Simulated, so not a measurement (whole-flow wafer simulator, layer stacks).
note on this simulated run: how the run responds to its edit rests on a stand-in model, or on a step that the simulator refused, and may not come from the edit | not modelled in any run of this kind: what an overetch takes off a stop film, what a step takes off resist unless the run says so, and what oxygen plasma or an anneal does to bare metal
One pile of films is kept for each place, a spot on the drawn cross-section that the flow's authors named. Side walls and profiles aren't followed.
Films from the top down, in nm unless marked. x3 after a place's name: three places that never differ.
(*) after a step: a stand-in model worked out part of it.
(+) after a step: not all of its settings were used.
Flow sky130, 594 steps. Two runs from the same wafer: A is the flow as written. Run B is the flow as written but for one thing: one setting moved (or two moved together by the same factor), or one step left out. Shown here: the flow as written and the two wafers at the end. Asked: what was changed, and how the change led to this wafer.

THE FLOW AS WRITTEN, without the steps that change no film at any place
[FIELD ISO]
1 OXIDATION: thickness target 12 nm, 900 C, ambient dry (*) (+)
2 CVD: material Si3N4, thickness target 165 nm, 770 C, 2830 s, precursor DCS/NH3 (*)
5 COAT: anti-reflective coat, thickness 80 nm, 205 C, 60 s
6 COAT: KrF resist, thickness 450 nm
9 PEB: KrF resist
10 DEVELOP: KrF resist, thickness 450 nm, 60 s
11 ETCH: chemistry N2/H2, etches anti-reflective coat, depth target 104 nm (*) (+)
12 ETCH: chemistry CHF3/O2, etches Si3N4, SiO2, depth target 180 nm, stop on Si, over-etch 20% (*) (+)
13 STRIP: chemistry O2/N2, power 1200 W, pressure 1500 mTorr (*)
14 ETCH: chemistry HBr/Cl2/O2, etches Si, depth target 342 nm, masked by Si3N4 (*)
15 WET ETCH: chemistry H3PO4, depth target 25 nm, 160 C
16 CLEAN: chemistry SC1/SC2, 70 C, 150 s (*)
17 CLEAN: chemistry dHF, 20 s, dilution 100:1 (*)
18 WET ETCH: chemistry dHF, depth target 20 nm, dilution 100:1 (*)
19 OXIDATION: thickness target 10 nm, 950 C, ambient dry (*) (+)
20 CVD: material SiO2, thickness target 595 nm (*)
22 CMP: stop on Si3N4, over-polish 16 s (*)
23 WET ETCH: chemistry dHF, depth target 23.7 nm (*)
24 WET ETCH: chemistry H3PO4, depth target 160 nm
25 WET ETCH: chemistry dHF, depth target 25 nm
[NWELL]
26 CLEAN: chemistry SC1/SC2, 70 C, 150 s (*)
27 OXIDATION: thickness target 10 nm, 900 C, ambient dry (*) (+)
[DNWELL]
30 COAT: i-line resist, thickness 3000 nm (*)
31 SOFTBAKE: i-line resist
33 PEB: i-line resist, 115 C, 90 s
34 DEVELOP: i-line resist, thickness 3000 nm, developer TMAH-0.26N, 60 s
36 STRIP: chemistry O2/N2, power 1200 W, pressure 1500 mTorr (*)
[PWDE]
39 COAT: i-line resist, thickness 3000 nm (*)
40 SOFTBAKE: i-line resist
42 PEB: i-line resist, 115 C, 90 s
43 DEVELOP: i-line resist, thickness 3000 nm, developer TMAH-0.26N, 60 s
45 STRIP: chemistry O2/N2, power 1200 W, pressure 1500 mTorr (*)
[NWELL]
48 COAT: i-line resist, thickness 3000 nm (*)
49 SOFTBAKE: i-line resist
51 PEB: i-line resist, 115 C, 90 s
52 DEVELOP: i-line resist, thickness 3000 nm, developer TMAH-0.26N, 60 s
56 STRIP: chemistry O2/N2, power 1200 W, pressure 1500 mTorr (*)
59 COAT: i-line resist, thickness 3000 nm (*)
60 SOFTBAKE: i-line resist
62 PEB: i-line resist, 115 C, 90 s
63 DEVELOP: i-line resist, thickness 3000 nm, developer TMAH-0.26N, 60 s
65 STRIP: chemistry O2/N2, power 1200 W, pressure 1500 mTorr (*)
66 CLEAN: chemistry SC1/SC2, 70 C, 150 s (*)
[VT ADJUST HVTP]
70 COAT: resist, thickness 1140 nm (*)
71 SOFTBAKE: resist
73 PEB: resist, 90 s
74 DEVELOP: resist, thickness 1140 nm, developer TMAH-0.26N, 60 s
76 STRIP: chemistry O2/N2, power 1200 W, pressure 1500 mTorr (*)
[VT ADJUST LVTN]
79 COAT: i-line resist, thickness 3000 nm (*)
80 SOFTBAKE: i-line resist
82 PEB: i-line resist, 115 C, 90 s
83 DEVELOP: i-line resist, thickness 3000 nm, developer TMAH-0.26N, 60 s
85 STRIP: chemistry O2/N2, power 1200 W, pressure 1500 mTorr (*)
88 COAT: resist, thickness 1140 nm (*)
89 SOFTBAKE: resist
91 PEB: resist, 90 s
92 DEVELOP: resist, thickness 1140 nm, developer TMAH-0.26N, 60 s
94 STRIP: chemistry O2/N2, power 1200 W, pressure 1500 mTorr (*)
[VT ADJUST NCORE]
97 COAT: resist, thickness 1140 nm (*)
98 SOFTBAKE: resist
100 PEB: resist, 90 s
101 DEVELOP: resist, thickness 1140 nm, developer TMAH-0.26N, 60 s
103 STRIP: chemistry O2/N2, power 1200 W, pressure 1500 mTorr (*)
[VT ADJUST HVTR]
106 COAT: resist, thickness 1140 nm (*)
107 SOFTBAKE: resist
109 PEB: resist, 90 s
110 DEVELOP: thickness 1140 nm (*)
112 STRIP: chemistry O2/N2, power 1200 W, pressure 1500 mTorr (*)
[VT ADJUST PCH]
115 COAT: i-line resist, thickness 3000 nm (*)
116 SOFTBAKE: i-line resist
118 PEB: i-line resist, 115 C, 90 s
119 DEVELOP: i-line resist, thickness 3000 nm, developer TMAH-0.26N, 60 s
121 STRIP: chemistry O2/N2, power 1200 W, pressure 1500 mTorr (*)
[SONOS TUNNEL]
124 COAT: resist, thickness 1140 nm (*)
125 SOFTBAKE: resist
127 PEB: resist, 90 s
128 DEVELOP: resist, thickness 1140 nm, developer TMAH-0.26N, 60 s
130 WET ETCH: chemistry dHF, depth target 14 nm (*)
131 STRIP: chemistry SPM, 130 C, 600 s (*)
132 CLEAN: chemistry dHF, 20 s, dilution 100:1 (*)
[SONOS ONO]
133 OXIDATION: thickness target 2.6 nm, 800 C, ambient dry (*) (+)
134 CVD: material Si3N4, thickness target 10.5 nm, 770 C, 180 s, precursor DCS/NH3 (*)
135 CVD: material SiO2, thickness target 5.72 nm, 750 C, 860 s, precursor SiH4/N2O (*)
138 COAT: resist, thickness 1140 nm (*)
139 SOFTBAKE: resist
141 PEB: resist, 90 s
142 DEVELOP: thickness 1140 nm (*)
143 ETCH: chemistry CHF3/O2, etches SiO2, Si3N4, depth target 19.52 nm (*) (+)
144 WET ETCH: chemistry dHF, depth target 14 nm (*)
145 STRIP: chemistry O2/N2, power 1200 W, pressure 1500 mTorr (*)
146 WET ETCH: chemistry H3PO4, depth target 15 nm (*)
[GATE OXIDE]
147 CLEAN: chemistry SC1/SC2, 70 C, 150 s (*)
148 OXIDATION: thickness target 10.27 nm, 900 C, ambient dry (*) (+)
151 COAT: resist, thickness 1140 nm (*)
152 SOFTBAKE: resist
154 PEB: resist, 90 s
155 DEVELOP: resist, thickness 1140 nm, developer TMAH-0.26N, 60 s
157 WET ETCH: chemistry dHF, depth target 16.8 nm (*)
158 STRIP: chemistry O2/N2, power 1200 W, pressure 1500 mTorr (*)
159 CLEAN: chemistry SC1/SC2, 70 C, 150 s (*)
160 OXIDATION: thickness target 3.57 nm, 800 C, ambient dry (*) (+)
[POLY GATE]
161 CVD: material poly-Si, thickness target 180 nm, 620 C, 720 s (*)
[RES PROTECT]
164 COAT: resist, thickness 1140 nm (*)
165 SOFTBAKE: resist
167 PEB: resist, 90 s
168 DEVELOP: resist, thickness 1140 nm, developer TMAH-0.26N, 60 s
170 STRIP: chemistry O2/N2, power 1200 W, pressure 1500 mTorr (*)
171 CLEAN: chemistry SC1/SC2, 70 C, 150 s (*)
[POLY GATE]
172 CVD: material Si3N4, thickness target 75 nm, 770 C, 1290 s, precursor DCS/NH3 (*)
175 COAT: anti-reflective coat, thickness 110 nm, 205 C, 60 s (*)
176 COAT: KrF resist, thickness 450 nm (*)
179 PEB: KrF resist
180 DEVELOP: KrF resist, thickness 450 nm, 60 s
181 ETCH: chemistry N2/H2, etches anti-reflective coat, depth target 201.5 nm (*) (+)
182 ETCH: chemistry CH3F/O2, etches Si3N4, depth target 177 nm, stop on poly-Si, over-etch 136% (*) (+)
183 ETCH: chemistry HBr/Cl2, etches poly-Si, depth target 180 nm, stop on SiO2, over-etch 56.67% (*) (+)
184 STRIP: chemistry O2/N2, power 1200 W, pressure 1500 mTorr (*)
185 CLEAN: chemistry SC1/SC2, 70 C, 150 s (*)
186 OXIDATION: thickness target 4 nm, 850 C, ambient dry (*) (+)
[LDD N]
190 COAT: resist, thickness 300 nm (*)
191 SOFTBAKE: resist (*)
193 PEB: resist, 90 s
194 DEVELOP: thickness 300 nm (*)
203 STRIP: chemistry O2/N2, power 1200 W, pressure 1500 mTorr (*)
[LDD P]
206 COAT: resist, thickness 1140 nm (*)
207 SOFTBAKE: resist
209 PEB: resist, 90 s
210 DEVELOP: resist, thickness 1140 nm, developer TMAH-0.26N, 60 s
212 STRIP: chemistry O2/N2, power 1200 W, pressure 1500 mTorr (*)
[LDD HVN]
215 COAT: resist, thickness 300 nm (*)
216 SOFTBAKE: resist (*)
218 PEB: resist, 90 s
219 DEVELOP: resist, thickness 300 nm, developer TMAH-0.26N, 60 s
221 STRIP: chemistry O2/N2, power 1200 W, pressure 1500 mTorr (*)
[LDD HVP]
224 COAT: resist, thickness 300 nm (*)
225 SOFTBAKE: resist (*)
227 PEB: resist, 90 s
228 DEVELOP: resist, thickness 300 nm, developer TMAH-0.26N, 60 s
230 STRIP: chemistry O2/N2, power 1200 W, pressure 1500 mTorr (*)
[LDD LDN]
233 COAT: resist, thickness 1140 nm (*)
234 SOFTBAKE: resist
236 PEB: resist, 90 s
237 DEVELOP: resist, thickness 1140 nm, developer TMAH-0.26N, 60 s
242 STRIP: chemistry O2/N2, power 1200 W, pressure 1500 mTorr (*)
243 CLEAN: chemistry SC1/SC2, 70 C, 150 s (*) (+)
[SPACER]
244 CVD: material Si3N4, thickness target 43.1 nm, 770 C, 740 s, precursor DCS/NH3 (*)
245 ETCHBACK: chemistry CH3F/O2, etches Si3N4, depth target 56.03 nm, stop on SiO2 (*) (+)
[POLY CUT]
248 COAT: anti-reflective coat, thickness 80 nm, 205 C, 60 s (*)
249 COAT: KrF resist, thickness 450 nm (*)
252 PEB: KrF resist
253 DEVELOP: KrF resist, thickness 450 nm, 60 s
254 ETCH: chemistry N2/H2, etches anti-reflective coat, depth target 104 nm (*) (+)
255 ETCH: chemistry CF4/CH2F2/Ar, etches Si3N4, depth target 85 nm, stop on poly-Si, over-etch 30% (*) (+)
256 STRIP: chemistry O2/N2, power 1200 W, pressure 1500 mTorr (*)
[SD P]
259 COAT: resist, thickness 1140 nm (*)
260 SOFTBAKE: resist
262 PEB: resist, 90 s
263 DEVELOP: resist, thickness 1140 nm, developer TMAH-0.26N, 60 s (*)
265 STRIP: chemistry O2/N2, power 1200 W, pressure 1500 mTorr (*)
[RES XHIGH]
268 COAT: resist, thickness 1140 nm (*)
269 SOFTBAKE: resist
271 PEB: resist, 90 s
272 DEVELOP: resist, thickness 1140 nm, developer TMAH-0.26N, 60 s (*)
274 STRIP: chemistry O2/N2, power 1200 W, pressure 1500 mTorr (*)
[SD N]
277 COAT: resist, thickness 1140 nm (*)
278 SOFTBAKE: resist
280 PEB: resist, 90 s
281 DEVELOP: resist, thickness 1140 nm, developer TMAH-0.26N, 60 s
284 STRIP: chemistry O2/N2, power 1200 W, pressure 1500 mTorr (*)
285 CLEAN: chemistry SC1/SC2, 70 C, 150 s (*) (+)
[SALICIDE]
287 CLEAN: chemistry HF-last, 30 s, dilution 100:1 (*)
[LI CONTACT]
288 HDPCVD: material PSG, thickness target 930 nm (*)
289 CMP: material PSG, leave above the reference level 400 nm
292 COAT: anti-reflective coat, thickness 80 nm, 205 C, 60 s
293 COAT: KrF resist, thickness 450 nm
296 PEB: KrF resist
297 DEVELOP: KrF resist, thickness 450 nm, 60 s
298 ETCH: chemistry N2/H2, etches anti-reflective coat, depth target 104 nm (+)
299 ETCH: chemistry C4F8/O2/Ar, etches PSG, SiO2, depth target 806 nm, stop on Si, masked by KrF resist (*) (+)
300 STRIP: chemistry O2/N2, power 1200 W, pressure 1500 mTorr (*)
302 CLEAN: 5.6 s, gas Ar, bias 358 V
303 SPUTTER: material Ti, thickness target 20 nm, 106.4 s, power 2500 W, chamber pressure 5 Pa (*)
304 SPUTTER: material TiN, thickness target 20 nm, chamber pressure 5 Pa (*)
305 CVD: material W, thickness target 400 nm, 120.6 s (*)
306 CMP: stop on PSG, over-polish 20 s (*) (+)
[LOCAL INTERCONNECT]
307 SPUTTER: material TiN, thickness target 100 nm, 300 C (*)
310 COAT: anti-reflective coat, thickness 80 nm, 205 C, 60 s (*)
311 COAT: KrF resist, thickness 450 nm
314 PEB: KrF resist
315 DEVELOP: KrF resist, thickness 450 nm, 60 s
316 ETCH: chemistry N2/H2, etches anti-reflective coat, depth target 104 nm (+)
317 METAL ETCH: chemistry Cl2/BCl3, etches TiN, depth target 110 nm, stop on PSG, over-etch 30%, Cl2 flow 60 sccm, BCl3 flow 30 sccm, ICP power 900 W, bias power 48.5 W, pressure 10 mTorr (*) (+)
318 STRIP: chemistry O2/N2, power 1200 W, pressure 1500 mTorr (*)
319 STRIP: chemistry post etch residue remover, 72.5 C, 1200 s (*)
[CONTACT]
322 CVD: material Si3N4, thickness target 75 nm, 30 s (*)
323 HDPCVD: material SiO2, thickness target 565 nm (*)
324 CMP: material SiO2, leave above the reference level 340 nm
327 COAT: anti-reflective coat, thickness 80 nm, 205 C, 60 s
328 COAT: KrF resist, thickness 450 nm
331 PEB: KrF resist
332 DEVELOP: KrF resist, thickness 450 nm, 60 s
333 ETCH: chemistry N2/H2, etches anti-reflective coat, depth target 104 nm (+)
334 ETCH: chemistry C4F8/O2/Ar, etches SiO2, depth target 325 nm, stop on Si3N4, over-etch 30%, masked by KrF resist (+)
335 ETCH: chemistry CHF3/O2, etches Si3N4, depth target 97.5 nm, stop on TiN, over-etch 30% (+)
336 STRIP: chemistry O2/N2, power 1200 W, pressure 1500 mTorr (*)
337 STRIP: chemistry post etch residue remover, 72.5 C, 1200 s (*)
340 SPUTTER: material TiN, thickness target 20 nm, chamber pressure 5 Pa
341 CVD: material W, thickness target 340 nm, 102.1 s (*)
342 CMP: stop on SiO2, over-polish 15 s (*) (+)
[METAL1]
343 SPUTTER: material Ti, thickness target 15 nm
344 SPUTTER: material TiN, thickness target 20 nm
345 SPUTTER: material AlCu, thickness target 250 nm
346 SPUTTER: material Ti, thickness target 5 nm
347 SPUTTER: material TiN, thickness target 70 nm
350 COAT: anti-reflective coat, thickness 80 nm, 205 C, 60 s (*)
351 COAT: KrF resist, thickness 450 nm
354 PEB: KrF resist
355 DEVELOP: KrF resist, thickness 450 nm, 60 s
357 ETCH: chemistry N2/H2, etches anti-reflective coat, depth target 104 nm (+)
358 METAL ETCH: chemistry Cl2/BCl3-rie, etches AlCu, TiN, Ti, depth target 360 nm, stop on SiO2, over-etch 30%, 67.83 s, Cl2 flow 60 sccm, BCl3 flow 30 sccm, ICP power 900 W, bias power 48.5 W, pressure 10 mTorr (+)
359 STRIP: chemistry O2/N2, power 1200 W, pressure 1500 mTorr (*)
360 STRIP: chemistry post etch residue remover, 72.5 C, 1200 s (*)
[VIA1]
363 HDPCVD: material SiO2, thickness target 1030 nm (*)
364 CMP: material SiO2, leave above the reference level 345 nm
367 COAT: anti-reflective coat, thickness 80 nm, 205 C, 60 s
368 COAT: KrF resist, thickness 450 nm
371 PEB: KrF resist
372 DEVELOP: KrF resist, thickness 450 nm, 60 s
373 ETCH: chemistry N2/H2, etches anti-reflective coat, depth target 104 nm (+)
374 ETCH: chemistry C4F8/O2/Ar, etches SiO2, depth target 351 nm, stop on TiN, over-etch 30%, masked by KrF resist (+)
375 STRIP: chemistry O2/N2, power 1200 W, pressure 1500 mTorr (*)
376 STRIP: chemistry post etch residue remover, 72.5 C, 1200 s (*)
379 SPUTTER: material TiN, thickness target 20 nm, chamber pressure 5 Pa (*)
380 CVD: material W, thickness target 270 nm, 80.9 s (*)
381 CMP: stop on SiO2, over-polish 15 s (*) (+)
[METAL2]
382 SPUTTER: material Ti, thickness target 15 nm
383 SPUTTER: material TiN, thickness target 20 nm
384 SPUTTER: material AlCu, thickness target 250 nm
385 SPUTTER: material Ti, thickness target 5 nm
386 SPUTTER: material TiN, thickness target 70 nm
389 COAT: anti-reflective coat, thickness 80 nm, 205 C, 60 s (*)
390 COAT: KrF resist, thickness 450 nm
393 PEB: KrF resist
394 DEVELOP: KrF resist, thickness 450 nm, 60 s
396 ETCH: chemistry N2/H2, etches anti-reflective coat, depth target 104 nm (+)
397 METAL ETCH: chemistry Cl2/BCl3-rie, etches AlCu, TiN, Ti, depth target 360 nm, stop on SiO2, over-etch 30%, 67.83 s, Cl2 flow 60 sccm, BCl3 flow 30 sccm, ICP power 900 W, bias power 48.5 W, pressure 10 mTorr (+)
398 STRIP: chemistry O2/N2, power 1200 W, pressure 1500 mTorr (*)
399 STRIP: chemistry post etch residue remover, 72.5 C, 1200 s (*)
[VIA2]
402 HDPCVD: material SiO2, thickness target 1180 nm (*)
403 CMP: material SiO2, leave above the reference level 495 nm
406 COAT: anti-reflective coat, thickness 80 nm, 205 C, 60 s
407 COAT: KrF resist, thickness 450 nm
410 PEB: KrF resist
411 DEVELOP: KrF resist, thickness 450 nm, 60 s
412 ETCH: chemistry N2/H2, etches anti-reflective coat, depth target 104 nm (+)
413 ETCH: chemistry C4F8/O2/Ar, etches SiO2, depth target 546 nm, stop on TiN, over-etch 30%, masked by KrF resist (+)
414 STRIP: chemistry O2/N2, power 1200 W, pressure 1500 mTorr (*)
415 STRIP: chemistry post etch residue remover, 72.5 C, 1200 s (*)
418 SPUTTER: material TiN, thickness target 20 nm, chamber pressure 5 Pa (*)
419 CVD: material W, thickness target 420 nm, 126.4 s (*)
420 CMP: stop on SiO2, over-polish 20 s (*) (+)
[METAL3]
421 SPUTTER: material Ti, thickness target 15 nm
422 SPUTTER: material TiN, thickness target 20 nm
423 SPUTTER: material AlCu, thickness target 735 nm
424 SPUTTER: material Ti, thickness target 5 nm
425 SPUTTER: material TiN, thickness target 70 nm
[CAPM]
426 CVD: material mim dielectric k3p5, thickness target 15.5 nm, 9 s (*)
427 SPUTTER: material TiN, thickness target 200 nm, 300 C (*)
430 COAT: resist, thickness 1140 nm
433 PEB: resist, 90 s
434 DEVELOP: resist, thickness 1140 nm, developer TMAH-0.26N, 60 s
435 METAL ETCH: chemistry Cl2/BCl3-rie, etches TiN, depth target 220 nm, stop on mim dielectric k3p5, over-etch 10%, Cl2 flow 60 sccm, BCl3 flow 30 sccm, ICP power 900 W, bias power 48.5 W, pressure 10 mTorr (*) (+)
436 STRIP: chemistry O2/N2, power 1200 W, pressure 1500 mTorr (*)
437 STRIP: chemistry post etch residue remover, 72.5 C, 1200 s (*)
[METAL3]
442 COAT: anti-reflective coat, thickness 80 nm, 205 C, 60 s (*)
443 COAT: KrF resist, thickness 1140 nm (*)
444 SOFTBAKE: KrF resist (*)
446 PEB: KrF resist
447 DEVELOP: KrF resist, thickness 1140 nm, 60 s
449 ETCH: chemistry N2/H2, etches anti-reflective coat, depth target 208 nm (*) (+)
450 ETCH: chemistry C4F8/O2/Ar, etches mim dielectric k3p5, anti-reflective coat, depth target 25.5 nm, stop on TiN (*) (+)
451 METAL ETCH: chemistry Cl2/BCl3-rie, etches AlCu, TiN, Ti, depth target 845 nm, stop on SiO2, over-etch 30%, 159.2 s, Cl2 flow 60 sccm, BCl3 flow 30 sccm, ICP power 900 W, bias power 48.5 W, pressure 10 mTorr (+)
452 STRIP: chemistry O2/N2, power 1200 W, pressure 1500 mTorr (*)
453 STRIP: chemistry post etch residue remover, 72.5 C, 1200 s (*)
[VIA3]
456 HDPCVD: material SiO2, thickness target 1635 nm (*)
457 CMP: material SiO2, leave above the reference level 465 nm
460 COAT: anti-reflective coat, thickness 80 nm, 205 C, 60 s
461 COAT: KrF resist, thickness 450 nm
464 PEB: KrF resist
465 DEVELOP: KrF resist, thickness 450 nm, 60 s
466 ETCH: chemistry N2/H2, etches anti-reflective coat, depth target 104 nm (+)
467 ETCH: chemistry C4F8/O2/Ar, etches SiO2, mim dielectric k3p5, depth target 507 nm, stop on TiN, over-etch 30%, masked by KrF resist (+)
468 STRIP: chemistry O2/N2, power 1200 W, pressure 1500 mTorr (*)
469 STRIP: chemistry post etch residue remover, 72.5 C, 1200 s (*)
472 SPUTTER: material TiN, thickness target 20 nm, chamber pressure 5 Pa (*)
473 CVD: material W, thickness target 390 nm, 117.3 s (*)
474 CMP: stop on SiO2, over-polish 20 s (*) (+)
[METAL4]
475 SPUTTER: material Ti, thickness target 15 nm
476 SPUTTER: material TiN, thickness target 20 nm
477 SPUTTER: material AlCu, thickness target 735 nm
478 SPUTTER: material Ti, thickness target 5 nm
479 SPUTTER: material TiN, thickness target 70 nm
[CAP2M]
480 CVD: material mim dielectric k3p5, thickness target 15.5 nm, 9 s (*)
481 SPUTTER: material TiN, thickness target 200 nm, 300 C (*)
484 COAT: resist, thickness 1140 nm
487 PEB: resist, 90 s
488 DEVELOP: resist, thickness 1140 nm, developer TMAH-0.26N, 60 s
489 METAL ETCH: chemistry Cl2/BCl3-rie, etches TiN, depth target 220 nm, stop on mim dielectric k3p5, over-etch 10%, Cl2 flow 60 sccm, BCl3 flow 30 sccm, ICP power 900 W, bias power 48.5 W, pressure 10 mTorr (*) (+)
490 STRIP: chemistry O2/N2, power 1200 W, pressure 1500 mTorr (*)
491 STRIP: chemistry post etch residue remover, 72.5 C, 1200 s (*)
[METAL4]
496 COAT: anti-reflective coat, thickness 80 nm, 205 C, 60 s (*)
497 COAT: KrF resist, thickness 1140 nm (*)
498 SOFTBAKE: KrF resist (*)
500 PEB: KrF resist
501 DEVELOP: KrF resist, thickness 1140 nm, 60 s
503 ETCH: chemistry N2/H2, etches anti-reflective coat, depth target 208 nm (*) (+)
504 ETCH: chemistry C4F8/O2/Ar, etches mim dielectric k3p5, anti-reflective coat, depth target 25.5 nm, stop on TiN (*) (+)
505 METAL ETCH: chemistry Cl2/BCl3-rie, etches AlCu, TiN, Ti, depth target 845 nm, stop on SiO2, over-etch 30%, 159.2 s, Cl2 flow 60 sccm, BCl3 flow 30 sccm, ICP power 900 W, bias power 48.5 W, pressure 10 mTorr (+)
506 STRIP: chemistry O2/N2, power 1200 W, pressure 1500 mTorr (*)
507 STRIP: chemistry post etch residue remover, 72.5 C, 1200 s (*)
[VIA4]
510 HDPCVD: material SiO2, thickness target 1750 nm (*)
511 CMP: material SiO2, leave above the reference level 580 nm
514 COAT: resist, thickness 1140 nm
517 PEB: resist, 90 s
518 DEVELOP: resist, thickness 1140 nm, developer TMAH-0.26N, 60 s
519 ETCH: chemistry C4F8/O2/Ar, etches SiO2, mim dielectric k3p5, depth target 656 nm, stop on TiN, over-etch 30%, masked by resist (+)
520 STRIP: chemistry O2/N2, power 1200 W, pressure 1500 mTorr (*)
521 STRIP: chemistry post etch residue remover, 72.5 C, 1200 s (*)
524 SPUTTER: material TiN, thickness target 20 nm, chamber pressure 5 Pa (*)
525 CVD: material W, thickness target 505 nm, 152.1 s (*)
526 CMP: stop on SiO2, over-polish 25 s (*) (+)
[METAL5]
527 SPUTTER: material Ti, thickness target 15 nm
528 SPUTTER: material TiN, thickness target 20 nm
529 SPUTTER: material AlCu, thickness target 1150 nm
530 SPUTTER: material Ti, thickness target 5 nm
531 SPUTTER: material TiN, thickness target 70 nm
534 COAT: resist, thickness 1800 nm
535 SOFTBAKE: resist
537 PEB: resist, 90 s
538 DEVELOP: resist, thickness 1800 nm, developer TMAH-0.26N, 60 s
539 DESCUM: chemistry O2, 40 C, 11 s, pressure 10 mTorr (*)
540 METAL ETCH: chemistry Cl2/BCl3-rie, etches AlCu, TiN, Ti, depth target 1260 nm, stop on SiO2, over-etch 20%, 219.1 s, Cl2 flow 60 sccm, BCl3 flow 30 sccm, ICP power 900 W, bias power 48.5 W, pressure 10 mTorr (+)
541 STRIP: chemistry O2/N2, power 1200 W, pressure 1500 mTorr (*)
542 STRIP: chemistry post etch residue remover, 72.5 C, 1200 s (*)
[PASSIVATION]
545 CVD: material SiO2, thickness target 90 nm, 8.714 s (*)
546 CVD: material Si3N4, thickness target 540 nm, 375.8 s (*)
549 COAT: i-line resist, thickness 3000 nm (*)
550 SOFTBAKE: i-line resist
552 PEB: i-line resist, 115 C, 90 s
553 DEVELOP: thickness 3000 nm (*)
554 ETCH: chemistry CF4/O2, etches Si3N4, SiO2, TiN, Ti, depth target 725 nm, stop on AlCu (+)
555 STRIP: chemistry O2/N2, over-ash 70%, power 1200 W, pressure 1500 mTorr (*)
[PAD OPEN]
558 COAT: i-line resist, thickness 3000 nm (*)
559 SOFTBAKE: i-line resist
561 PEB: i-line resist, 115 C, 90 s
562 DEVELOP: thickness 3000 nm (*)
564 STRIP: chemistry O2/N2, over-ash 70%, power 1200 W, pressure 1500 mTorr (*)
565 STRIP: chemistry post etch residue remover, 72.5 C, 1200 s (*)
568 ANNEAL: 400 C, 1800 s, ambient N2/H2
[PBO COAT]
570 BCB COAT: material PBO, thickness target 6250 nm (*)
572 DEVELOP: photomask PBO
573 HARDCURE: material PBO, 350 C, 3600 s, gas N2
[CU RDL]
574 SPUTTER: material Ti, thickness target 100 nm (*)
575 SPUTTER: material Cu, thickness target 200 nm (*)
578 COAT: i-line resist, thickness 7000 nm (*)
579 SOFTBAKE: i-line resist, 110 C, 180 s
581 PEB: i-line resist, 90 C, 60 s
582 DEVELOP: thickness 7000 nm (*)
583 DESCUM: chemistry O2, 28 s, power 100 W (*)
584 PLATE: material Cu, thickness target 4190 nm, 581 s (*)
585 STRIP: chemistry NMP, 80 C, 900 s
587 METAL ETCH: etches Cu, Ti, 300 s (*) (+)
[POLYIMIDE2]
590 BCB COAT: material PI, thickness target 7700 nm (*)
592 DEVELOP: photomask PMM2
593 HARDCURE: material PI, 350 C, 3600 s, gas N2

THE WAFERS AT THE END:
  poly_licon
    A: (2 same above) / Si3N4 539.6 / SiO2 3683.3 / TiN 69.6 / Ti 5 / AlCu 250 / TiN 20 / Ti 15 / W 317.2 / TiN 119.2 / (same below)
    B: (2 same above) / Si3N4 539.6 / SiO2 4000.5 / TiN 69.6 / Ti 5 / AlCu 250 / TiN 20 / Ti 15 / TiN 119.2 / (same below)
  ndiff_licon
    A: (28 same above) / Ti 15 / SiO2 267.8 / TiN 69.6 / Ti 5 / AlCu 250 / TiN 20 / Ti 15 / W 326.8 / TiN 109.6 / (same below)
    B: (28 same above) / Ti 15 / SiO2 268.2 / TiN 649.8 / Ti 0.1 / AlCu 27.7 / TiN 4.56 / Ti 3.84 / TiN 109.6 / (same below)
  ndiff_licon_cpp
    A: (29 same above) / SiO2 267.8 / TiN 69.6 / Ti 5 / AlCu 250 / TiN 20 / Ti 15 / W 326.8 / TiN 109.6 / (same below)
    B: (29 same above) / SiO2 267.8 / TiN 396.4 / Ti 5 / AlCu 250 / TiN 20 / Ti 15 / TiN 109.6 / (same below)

The cause: step 341, CVD: material W, thickness target 340 nm, 102.1 s (*), was left out.

How the change led to this, step by step:
  342 CMP: stop on SiO2, over-polish 15 s (*) (+)
      field, active, n_well and 184 more: A W -340 (all of it), TiN -20 (all of it), SiO2 -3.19 | B TiN -20 (all of it), SiO2 -3.19
      ndiff_licon, ndiff_licon_cpp, rpo_hd_licon: A W -363.7 | B nothing
      (and at 1 more place)
  343 SPUTTER: material Ti, thickness target 15 nm
      ndiff_licon: A Ti +15 (new film) | B Ti +3.84 (new film)
  344 SPUTTER: material TiN, thickness target 20 nm
      ndiff_licon: A TiN +20 (new film) | B TiN +4.56 (new film)
  345 SPUTTER: material AlCu, thickness target 250 nm
      ndiff_licon: A AlCu +250 (new film) | B AlCu +27.7 (new film)
  346 SPUTTER: material Ti, thickness target 5 nm
      ndiff_licon: A Ti +5 (new film) | B Ti +0.1 (new film)
  347 SPUTTER: material TiN, thickness target 70 nm
      ndiff_licon: A TiN +70 (new film) | B TiN +650.3 (new film)
      ndiff_licon_cpp: A TiN +70 (new film) | B TiN +396.8 (new film)
      (and at 1 more place)
  350 COAT: anti-reflective coat, thickness 80 nm, 205 C, 60 s (*)
      poly_licon: A anti-reflective coat +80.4 (new film) | B anti-reflective coat +397.4 (new film)
      rpo_hd_licon: A anti-reflective coat +80.4 (new film) | B anti-reflective coat +82.1 (new film)
  359 STRIP: chemistry O2/N2, power 1200 W, pressure 1500 mTorr (*)
      poly_licon: A KrF resist -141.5 (all of it), anti-reflective coat -80.4 (all of it) | B KrF resist -141.7 (all of it), anti-reflective coat -397.4 (all of it)
      rpo_hd_licon: A KrF resist -141.5 (all of it), anti-reflective coat -80.4 (all of it) | B KrF resist -141.7 (all of it), anti-reflective coat -82.1 (all of it)
  364 CMP: material SiO2, leave above the reference level 345 nm
      poly_licon: A SiO2 -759 | B SiO2 -441.8
